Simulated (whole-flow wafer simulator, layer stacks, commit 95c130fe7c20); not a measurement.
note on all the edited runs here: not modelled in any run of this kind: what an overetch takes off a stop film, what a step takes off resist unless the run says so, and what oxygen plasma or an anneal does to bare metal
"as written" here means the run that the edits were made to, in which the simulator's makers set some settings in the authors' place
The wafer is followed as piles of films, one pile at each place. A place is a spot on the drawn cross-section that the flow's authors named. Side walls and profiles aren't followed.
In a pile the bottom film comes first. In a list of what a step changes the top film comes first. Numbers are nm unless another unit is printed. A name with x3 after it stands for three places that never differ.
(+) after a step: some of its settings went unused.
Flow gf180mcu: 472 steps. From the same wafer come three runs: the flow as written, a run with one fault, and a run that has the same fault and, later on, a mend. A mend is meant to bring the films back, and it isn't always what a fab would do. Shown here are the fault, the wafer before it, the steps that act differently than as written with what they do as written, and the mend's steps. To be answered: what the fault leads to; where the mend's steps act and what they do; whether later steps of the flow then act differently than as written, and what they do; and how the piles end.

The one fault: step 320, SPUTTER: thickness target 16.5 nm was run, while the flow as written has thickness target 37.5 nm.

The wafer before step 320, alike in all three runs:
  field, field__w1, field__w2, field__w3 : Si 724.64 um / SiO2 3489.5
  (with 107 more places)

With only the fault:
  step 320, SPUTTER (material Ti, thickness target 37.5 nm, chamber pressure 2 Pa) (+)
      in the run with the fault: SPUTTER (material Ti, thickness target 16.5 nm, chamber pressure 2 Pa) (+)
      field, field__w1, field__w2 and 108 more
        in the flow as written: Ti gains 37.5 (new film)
        in the run with the fault: Ti gains 16.5 (new film)
  Steps later in the flow that act otherwise than as written:
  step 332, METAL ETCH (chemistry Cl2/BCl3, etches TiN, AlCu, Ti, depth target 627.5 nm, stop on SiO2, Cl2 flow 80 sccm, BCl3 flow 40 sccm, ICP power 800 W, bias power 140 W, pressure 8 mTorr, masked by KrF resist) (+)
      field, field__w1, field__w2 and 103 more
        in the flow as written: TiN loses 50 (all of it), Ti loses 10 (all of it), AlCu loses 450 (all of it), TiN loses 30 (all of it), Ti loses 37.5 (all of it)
        in the run with the fault: TiN loses 50 (all of it), Ti loses 10 (all of it), AlCu loses 450 (all of it), TiN loses 30 (all of it), Ti loses 16.5 (all of it)
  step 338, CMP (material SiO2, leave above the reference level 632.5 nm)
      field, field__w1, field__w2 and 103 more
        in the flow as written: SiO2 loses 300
        in the run with the fault: SiO2 loses 321
  The piles end different from the flow's at field__w8, contact, m1, m1__w1, m1_nw by more than 2% or 0.5 nm, whichever is larger.
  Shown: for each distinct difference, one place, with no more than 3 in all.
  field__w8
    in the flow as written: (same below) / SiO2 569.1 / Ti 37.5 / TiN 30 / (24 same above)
    in the run with the fault: (same below) / SiO2 569.1 / Ti 16.5 / TiN 30 / (24 same above)
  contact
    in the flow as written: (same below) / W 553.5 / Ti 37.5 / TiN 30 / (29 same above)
    in the run with the fault: (same below) / W 553.5 / Ti 16.5 / TiN 30 / (29 same above)

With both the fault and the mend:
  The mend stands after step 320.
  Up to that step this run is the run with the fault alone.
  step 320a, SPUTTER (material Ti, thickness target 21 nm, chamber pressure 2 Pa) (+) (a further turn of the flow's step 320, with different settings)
      field, field__w1, field__w2 and 108 more
        Ti gains 21
  Every later step of the flow that is run acts as written at every place that is followed.
  At every place that both follow, the piles at the end match the flow's.
